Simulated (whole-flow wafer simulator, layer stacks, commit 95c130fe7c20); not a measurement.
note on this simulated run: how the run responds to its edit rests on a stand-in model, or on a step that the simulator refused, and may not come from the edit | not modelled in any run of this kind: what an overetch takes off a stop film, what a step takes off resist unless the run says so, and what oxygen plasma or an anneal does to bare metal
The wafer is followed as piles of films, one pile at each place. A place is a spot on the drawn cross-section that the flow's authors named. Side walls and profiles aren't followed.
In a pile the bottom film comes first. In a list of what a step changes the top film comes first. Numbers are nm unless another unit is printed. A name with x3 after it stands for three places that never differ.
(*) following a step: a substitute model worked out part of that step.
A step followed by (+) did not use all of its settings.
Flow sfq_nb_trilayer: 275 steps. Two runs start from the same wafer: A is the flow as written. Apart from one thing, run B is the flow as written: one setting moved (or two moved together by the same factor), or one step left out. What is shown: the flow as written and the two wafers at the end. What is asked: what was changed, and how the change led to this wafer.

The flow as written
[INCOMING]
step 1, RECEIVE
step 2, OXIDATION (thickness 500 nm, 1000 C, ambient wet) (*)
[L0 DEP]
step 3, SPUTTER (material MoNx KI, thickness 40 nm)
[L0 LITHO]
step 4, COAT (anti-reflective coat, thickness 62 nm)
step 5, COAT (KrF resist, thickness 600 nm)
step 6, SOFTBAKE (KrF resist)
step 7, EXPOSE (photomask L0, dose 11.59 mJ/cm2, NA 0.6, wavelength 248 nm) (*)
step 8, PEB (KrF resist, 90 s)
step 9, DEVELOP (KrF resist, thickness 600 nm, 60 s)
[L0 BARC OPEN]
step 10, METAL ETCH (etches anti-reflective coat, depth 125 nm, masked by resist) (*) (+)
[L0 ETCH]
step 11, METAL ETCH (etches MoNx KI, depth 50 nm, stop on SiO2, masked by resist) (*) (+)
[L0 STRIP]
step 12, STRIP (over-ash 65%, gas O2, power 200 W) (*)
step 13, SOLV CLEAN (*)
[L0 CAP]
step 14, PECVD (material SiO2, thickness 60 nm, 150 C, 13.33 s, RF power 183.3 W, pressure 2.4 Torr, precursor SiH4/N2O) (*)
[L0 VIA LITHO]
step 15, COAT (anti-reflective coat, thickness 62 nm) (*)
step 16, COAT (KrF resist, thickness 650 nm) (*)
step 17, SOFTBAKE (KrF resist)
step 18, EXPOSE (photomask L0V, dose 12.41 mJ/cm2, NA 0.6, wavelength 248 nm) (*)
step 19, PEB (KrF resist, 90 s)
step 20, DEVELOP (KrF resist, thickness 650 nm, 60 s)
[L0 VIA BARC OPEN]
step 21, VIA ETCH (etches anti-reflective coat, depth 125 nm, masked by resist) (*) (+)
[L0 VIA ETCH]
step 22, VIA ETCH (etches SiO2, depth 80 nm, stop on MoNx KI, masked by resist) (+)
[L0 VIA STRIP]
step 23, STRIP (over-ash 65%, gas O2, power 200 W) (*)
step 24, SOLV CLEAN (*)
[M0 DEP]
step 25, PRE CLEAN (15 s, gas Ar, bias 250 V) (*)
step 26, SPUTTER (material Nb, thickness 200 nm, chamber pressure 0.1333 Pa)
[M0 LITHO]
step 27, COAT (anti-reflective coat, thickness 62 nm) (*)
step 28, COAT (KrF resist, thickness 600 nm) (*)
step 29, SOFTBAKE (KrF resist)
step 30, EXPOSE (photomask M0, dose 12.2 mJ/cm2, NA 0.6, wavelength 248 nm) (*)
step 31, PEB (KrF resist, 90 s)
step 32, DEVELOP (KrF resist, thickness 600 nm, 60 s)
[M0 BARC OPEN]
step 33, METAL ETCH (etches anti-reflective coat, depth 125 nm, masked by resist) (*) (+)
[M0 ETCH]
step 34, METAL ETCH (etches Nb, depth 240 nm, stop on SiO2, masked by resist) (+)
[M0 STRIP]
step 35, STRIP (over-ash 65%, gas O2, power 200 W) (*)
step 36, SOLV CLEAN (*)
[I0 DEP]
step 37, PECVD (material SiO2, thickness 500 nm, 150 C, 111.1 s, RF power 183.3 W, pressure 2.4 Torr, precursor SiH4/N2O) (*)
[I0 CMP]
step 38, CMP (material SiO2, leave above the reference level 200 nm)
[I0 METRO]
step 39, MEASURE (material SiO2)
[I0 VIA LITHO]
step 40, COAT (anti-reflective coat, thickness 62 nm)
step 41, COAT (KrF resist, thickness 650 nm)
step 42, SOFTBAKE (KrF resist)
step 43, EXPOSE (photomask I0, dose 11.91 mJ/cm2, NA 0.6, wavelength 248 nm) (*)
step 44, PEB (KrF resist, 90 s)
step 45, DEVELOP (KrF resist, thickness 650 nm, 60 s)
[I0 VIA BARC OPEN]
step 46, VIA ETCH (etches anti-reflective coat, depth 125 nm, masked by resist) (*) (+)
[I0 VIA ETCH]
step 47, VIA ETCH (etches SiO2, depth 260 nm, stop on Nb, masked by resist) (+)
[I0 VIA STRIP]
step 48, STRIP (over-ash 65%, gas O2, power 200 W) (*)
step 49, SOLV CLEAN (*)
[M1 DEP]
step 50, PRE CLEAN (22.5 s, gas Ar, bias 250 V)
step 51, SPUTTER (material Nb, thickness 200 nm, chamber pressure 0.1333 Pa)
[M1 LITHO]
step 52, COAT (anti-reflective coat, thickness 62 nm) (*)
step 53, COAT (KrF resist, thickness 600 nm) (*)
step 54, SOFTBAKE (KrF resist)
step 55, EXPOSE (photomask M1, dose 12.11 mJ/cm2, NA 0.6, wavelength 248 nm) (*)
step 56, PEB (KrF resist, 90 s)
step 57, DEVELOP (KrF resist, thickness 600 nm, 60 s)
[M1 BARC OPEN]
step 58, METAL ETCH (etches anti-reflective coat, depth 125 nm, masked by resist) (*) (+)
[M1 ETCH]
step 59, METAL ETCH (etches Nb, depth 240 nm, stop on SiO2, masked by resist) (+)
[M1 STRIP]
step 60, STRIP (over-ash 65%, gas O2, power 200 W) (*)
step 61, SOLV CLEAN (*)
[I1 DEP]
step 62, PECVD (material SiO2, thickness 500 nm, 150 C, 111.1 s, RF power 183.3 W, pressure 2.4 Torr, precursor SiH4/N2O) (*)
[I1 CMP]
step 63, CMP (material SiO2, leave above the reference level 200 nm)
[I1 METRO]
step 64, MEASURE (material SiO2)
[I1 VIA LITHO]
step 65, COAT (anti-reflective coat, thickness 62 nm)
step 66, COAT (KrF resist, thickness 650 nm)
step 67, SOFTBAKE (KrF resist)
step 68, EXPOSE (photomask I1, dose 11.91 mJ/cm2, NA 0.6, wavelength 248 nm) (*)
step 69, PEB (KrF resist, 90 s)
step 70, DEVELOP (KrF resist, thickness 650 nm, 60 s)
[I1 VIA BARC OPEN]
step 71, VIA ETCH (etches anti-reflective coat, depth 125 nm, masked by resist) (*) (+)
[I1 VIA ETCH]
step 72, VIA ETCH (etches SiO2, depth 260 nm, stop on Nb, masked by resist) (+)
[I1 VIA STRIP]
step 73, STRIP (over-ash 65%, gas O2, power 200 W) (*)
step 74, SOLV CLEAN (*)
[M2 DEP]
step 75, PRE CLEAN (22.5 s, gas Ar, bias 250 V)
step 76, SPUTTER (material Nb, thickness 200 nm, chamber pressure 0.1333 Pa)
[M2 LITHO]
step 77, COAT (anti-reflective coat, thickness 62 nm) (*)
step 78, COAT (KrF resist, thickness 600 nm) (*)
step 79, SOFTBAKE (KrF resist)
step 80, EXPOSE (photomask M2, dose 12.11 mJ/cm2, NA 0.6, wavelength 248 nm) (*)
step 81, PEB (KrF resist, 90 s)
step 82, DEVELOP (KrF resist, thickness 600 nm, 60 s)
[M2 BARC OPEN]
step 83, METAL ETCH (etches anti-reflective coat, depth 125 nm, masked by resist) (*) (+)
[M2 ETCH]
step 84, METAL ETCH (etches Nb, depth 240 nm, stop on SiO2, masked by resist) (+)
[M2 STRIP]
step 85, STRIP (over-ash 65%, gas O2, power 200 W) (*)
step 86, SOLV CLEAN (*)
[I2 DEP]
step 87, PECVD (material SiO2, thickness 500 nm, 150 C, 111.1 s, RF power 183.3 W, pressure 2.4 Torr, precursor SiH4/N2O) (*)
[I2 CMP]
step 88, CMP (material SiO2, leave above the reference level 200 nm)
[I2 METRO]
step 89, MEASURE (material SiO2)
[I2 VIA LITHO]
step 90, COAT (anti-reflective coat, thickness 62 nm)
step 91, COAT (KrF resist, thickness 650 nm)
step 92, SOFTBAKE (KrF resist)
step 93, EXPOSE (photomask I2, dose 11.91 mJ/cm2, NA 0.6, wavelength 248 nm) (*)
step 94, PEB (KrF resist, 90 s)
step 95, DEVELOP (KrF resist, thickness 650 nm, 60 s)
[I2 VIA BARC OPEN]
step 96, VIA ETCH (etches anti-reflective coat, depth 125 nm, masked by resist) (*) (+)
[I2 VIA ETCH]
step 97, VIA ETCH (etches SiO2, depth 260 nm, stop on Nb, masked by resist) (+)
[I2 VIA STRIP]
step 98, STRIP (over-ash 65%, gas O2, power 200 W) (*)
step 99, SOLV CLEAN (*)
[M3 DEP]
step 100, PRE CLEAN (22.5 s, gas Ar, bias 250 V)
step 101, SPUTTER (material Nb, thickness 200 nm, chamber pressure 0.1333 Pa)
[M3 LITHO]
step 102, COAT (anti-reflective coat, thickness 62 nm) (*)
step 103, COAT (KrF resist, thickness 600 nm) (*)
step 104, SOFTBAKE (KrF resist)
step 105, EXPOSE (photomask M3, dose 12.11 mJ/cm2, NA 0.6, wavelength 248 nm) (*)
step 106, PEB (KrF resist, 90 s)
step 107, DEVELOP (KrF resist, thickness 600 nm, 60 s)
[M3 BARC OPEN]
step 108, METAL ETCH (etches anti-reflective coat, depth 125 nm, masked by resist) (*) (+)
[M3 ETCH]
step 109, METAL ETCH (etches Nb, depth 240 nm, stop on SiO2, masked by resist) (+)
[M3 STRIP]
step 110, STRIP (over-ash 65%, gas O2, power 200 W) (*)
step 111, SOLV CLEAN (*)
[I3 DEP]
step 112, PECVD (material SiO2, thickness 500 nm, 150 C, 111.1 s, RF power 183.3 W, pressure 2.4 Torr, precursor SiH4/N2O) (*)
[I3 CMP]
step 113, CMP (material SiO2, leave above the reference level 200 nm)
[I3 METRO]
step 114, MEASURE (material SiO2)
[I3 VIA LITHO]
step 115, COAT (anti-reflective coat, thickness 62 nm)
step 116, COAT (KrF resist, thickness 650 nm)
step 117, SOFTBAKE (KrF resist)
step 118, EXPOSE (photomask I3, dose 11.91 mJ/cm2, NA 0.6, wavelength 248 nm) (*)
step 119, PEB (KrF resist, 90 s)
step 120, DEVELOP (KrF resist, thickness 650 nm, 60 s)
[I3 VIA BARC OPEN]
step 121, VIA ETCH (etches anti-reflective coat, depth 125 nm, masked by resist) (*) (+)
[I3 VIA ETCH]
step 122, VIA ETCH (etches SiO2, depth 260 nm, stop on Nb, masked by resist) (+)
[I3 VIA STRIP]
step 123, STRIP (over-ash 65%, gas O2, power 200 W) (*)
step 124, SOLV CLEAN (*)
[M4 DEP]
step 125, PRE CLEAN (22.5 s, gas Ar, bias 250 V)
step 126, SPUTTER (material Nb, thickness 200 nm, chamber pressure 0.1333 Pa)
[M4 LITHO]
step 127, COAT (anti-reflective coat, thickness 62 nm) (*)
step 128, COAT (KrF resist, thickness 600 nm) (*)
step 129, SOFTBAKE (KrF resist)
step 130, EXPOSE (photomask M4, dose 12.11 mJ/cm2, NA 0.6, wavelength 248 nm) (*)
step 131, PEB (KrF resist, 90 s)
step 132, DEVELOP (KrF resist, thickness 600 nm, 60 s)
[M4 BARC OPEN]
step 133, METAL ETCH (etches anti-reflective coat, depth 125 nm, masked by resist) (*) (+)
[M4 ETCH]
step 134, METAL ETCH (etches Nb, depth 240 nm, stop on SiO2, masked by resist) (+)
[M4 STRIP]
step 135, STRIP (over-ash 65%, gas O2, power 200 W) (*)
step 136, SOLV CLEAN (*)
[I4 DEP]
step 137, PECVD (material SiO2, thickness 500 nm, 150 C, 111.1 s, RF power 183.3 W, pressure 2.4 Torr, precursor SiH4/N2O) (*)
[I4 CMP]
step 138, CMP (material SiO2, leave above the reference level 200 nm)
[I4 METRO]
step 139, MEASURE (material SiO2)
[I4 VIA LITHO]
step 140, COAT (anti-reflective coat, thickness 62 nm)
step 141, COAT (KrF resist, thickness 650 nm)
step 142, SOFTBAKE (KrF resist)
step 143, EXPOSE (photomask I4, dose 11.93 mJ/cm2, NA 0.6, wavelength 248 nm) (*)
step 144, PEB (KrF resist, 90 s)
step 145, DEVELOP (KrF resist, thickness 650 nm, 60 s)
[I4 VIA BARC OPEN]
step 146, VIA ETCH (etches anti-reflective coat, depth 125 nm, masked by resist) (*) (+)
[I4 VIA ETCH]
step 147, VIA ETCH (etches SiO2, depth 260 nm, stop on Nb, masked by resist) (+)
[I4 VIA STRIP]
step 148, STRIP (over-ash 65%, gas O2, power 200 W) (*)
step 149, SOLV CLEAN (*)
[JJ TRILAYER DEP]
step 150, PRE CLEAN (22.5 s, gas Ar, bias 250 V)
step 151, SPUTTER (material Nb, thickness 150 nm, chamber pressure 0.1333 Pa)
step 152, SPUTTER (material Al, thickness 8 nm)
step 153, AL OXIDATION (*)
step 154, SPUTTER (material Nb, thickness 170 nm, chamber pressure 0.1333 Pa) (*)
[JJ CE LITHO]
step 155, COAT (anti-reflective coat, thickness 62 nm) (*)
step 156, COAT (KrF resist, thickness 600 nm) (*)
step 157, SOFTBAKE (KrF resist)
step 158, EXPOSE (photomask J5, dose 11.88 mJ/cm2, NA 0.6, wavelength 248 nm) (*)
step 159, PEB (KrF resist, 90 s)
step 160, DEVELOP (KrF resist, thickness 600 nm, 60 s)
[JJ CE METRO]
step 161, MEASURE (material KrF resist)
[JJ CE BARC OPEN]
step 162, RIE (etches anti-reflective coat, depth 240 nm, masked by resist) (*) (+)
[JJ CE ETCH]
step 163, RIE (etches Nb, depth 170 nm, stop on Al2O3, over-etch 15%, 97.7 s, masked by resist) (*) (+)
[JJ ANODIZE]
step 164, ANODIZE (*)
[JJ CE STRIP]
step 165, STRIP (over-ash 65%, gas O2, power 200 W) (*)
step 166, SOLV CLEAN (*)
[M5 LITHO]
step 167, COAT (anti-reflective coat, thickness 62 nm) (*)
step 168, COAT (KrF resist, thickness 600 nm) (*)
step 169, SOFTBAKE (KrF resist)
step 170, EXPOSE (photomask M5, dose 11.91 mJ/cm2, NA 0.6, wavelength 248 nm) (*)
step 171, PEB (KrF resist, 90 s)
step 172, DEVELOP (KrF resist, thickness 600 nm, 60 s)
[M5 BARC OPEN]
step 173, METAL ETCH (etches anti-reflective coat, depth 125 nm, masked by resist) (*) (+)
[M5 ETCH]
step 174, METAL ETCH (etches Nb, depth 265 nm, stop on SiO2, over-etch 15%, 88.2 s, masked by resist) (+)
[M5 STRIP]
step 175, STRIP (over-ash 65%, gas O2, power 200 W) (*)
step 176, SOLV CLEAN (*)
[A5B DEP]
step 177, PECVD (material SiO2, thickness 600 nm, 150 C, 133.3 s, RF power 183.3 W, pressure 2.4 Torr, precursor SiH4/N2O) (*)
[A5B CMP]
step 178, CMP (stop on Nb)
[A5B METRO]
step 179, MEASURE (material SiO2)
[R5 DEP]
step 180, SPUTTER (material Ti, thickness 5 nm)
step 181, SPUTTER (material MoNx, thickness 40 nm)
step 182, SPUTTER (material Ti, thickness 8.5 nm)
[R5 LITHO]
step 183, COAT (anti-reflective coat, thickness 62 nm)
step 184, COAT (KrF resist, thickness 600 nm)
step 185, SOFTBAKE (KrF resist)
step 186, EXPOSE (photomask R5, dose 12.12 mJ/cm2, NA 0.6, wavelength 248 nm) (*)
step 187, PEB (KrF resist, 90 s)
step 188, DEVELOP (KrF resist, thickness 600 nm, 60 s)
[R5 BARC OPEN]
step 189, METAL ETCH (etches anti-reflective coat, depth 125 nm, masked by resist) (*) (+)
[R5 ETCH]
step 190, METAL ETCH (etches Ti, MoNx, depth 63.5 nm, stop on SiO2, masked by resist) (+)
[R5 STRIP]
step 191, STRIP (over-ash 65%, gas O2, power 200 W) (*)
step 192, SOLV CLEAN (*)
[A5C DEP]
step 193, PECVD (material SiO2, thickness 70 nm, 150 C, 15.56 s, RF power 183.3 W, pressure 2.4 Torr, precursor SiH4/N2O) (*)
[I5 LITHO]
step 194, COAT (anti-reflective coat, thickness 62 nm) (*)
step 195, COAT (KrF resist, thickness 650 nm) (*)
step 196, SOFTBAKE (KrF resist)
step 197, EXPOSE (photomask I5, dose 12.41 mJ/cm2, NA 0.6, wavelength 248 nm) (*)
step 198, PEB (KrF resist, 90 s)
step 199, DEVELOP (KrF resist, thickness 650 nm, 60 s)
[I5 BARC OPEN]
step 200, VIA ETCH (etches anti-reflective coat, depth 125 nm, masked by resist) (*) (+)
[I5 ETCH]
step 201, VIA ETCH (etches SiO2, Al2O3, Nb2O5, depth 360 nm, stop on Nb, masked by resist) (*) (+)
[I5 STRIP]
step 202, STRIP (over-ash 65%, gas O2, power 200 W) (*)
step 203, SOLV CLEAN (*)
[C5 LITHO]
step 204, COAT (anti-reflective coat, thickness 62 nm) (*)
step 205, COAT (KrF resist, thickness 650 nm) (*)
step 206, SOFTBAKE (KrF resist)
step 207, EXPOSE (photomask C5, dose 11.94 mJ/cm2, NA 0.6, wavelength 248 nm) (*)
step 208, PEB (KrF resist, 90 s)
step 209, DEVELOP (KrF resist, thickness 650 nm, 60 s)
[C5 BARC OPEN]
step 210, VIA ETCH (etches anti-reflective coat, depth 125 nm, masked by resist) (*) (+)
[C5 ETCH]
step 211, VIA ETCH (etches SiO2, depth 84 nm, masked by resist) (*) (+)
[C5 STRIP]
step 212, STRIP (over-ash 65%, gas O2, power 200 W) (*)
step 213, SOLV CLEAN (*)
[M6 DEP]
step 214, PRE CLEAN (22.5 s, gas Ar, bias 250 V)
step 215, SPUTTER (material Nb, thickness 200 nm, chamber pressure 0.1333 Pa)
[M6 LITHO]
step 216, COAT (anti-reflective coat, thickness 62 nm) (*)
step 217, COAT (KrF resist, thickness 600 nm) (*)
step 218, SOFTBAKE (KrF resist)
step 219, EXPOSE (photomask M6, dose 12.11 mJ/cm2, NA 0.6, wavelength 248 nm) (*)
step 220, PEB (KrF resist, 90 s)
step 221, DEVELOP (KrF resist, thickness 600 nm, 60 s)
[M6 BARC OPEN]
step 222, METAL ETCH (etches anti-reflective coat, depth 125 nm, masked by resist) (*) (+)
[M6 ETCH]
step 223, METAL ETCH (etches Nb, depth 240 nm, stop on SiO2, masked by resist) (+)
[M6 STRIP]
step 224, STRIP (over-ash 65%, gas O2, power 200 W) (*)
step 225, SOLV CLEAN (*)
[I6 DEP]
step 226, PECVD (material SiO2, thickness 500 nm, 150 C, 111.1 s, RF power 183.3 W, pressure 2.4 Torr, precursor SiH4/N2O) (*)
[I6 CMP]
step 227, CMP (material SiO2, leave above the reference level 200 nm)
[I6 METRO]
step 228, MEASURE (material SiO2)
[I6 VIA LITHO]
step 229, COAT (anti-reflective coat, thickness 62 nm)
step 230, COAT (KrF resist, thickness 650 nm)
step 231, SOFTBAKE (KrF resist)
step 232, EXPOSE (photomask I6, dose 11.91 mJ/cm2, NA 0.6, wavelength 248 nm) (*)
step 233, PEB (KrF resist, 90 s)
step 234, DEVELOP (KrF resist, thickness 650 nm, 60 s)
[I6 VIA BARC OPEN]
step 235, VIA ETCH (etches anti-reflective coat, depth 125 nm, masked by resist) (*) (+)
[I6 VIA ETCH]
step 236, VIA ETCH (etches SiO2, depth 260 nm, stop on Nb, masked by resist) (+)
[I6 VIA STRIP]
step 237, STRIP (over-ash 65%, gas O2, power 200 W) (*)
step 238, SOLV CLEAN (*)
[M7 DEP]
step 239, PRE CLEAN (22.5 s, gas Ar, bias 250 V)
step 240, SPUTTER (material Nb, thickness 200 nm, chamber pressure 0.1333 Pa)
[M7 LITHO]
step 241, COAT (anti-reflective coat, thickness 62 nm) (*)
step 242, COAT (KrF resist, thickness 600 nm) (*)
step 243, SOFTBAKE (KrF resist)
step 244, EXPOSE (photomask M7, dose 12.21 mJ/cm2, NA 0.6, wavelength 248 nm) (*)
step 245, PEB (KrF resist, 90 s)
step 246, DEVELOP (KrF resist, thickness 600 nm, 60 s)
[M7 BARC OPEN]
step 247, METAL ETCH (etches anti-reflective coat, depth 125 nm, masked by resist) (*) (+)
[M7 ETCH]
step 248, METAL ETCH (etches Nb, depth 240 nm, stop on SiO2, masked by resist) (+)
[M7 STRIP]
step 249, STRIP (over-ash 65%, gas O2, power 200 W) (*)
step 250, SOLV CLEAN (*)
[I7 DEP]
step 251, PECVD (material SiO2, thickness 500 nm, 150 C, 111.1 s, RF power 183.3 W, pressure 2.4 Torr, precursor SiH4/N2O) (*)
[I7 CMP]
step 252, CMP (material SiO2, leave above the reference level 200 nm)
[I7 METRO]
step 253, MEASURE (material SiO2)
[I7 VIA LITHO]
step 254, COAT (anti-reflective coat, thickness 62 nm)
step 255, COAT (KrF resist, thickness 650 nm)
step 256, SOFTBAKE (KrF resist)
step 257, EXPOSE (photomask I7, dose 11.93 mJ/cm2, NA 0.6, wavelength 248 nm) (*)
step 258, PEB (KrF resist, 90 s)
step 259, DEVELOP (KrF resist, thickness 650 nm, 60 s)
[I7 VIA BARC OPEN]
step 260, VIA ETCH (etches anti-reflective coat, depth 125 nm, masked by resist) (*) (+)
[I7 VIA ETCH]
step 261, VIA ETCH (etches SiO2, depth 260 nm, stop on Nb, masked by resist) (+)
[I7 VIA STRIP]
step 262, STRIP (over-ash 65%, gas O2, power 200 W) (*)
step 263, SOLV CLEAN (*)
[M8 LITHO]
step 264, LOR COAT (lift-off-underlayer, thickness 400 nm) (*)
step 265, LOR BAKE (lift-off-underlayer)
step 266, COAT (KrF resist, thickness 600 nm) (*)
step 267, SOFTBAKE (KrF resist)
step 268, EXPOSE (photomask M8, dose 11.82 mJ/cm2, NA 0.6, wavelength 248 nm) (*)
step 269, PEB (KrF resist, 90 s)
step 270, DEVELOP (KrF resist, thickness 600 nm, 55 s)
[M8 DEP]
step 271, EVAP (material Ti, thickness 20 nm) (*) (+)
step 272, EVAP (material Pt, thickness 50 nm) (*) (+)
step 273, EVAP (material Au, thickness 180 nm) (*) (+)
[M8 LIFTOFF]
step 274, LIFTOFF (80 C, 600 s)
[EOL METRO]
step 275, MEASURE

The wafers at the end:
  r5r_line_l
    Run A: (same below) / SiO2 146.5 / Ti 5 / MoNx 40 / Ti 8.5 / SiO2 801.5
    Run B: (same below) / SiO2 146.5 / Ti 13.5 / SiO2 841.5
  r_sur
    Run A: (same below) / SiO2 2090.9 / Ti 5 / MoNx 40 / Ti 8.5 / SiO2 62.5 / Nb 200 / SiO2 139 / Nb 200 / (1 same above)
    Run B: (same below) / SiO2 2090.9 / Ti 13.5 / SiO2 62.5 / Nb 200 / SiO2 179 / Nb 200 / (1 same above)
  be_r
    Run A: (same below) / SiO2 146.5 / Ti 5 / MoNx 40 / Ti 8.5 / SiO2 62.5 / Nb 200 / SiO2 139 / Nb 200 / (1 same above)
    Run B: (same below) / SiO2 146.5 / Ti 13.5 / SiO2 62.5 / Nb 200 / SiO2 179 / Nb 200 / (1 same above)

The reason: step 181, SPUTTER: material MoNx, thickness 40 nm, was not run.

Step by step, how the change led to this:
  step 182, SPUTTER (material Ti, thickness 8.5 nm)
      field_l, v_sur, via_wl and 103 more: A +8.5 Ti (new film) | B +8.5 Ti
  step 190, METAL ETCH (etches Ti, MoNx, depth 63.5 nm, stop on SiO2, masked by resist) (+)
      field_l, v_sur, via_wl and 92 more: A -8.5 Ti (all of it), -40 MoNx (all of it), -5 Ti (all of it) | B -13.5 Ti (all of it)
      ce_l, c5j, ce_r, wl_jj: A -8.5 Ti (all of it), -40 MoNx (all of it), -5 Ti (all of it), -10 Nb | B -13.5 Ti (all of it), -50 Nb
  step 194, COAT (anti-reflective coat, thickness 62 nm) (*)
      wl_j_sl, wl_j_sr: A +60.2 anti-reflective coat (new film) | B +54.3 anti-reflective coat (new film)
      r5r_spacepad_l, r5r_spacepad_r: A +84.4 anti-reflective coat (new film) | B +67.5 anti-reflective coat (new film)
      (also at 15 further places)
  step 195, COAT (KrF resist, thickness 650 nm) (*)
      c5j: A +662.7 KrF resist (new film) | B +678.6 KrF resist (new film)
      be_r: A +626.3 KrF resist (new film) | B +640.6 KrF resist (new film)
      (also at 4 further places)
  step 202, STRIP (over-ash 65%, gas O2, power 200 W) (*)
      wl_j_sl, wl_j_sr: A -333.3 KrF resist (all of it), -60.2 anti-reflective coat (all of it) | B -333.1 KrF resist (all of it), -54.3 anti-reflective coat (all of it)
      r5r_spacepad_l, r5r_spacepad_r: A -335.6 KrF resist (all of it), -84.4 anti-reflective coat (all of it) | B -334 KrF resist (all of it), -67.5 anti-reflective coat (all of it)
      (also at 15 further places)
  step 204, COAT (anti-reflective coat, thickness 62 nm) (*)
      wl_j_sl, wl_j_sr: A +60.2 anti-reflective coat (new film) | B +54.3 anti-reflective coat (new film)
      r5r_spacepad_l, r5r_spacepad_r: A +84.4 anti-reflective coat (new film) | B +67.5 anti-reflective coat (new film)
      (also at 15 further places)
  step 205, COAT (KrF resist, thickness 650 nm) (*)
      c5j: A +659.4 KrF resist (new film) | B +675.5 KrF resist (new film)
      be_r: A +624.6 KrF resist (new film) | B +639 KrF resist (new film)
      (also at 4 further places)
  step 209, DEVELOP (KrF resist, thickness 650 nm, 60 s)
      c5j: A -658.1 KrF resist (all of it) | B -674.1 KrF resist (all of it)
      res: A -623.6 KrF resist (all of it) | B -640.5 KrF resist (all of it)
  step 210, VIA ETCH (etches anti-reflective coat, depth 125 nm, masked by resist) (*) (+)
      field_l, v_sur, via_wl and 101 more: A -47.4 KrF resist | B -50.1 KrF resist
      c5j: A -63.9 anti-reflective coat (all of it), -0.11 SiO2 | B -74.6 anti-reflective coat (all of it), -0.08 SiO2
      (also at 1 further place)
  step 212, STRIP (over-ash 65%, gas O2, power 200 W) (*)
      wl_j_sl, wl_j_sr: A -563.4 KrF resist (all of it), -60.2 anti-reflective coat (all of it) | B -560.1 KrF resist (all of it), -54.3 anti-reflective coat (all of it)
      r5r_spacepad_l, r5r_spacepad_r: A -565.8 KrF resist (all of it), -84.4 anti-reflective coat (all of it) | B -561 KrF resist (all of it), -67.5 anti-reflective coat (all of it)
      (also at 13 further places)
  step 215, SPUTTER (material Nb, thickness 200 nm, chamber pressure 0.1333 Pa)
      c5j: A +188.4 Nb | B +180.4 Nb
  step 216, COAT (anti-reflective coat, thickness 62 nm) (*)
      r5r_line_l, r5r_line_c, r5r_line_r: A +50 anti-reflective coat (new film) | B +58 anti-reflective coat (new film)
      wl_j_sl, wl_j_sr: A +60.2 anti-reflective coat (new film) | B +54.6 anti-reflective coat (new film)
      (also at 14 further places)
  step 217, COAT (KrF resist, thickness 600 nm) (*)
      r5r_line_c, r5r_line_r: A +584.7 KrF resist (new film) | B +596.7 KrF resist (new film)
      ce_l: A +614.7 KrF resist (new film) | B +631.7 KrF resist (new film)
      (also at 7 further places)
  step 222, METAL ETCH (etches anti-reflective coat, depth 125 nm, masked by resist) (*) (+)
      r5r_line_l, r5r_line_c, r5r_line_r: A -50 anti-reflective coat (all of it) | B -58 anti-reflective coat (all of it)
      r5r_spacepad_l, r5r_spacepad_r: A -85.7 anti-reflective coat (all of it) | B -67.5 anti-reflective coat (all of it)
      (also at 2 further places)
  step 224, STRIP (over-ash 65%, gas O2, power 200 W) (*)
      wl_j_sl, wl_j_sr: A -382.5 KrF resist (all of it), -60.2 anti-reflective coat (all of it) | B -381.7 KrF resist (all of it), -54.6 anti-reflective coat (all of it)
      jj_sur: A -378.5 KrF resist (all of it), -56.1 anti-reflective coat (all of it) | B -374.9 KrF resist (all of it), -49.5 anti-reflective coat (all of it)
      (also at 9 further places)
  step 226, PECVD (material SiO2, thickness 500 nm, 150 C, 111.1 s, RF power 183.3 W, pressure 2.4 Torr, precursor SiH4/N2O) (*)
      r5r_spacepad_l, r5r_spacepad_r: A +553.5 SiO2 | B +511 SiO2
  step 227, CMP (material SiO2, leave above the reference level 200 nm)
      be_r, r_sur, r_end: A -353.5 SiO2 | B -313.5 SiO2
      r5r_line_l, r5r_line_c, r5r_line_r: A -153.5 SiO2 | B -113.5 SiO2
      (also at 7 further places)
